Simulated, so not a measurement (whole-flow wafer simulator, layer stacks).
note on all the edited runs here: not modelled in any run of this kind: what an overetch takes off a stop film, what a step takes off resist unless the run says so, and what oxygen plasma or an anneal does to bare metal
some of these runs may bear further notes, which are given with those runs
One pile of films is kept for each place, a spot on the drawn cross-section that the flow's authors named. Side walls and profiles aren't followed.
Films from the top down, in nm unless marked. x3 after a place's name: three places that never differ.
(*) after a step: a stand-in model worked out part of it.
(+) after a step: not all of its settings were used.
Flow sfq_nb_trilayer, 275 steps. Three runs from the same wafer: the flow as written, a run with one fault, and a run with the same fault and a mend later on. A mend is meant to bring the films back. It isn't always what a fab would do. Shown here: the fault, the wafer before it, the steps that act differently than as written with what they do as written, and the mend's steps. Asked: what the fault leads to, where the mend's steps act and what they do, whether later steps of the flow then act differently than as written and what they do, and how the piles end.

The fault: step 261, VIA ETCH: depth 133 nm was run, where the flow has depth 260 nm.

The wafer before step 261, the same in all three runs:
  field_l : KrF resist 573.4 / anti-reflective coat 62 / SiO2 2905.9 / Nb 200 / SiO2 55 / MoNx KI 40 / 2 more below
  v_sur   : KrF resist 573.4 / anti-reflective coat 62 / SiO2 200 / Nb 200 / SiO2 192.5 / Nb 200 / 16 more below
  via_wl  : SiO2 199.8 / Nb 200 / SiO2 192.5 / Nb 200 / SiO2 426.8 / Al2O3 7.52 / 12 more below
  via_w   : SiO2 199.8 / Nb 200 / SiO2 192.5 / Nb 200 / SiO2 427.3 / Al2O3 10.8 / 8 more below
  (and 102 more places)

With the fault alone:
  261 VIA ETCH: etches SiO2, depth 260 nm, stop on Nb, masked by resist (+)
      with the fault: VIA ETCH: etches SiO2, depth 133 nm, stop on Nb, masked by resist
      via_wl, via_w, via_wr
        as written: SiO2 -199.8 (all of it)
        with the fault: SiO2 -133
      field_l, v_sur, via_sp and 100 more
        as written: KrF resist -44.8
        with the fault: KrF resist -22.9
  Later steps of the flow that act differently than as written (3 more steps differ only slightly, by at most 2% or 0.5 nm, whichever is larger, and aren't shown):
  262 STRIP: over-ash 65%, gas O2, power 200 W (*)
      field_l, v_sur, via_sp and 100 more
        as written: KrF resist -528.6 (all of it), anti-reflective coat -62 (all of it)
        with the fault: KrF resist -550.5 (all of it), anti-reflective coat -62 (all of it)
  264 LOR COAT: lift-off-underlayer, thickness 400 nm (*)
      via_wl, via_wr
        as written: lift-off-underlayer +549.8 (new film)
        with the fault: lift-off-underlayer +499.7 (new film)
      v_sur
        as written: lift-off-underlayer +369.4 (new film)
        with the fault: lift-off-underlayer +379.6 (new film)
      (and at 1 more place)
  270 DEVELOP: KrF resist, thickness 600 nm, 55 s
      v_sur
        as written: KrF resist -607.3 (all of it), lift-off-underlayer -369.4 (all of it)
        with the fault: KrF resist -604.5 (all of it), lift-off-underlayer -379.6 (all of it)
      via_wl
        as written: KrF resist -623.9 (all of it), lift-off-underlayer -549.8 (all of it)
        with the fault: KrF resist -615.5 (all of it), lift-off-underlayer -499.7 (all of it)
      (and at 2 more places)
  At the end the piles differ from the flow's by more than 2% or 0.5 nm, whichever is larger, at via_wl, via_w, via_wr.
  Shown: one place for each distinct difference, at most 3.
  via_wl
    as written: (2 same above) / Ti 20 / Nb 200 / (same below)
    with the fault: (2 same above) / Ti 20 / SiO2 66.8 / Nb 200 / (same below)

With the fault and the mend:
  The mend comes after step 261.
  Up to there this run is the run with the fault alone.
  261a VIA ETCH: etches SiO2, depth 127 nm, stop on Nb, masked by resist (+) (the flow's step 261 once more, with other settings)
      field_l, v_sur, via_sp and 100 more
        KrF resist -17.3
      via_wl, via_w, via_wr
        SiO2 -66.8 (all of it)
  No later step of the flow acts differently than as written, at any place that is followed, by more than 2% or 0.5 nm, whichever is larger.
  At the end the piles are the same as the flow's at every place that both follow.
